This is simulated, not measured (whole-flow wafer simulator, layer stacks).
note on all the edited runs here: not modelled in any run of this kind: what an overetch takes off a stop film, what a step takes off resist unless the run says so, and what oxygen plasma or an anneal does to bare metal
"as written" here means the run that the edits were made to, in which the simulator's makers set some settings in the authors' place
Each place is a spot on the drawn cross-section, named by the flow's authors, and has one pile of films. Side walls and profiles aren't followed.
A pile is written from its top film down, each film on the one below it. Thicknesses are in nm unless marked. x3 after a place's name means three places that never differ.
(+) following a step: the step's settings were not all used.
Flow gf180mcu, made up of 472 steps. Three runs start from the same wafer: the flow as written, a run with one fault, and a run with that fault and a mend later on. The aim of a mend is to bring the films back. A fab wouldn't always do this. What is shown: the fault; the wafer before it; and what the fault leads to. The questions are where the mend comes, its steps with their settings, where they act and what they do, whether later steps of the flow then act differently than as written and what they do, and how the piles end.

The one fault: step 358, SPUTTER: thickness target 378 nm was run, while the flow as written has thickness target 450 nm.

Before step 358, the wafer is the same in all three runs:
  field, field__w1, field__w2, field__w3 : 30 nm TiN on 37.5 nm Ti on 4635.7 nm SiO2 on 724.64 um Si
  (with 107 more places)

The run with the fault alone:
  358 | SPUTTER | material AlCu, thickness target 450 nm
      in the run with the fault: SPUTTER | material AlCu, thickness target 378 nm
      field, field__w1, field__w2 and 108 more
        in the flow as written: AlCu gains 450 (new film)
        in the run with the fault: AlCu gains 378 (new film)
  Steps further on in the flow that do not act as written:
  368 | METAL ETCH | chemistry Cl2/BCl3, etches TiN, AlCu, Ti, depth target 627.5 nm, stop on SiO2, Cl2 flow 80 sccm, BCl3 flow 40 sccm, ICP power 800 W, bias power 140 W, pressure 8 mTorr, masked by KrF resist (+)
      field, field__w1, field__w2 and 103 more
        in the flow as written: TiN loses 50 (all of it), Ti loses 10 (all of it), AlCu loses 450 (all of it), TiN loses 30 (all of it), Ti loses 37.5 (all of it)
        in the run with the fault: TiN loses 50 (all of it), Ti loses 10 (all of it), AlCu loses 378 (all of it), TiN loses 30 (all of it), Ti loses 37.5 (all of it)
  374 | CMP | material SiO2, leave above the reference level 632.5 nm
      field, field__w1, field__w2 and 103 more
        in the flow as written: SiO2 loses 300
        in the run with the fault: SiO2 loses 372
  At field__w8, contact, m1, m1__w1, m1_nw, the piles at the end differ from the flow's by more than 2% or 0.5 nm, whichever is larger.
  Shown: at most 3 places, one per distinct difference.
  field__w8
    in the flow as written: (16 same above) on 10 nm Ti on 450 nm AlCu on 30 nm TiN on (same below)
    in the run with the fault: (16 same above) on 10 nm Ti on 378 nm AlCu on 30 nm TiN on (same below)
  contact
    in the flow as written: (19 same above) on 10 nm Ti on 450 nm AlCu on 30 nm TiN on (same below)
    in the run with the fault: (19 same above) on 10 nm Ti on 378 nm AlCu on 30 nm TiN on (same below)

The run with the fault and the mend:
  The mend follows step 358.
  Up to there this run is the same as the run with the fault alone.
  358a | SPUTTER | material AlCu, thickness target 72 nm (the flow's step 358 again, with other settings)
      field, field__w1, field__w2 and 108 more
        AlCu gains 72
  Later steps of the flow that are run all act as written at every place that is followed.
  By the end, the piles equal the flow's at every place that both follow.
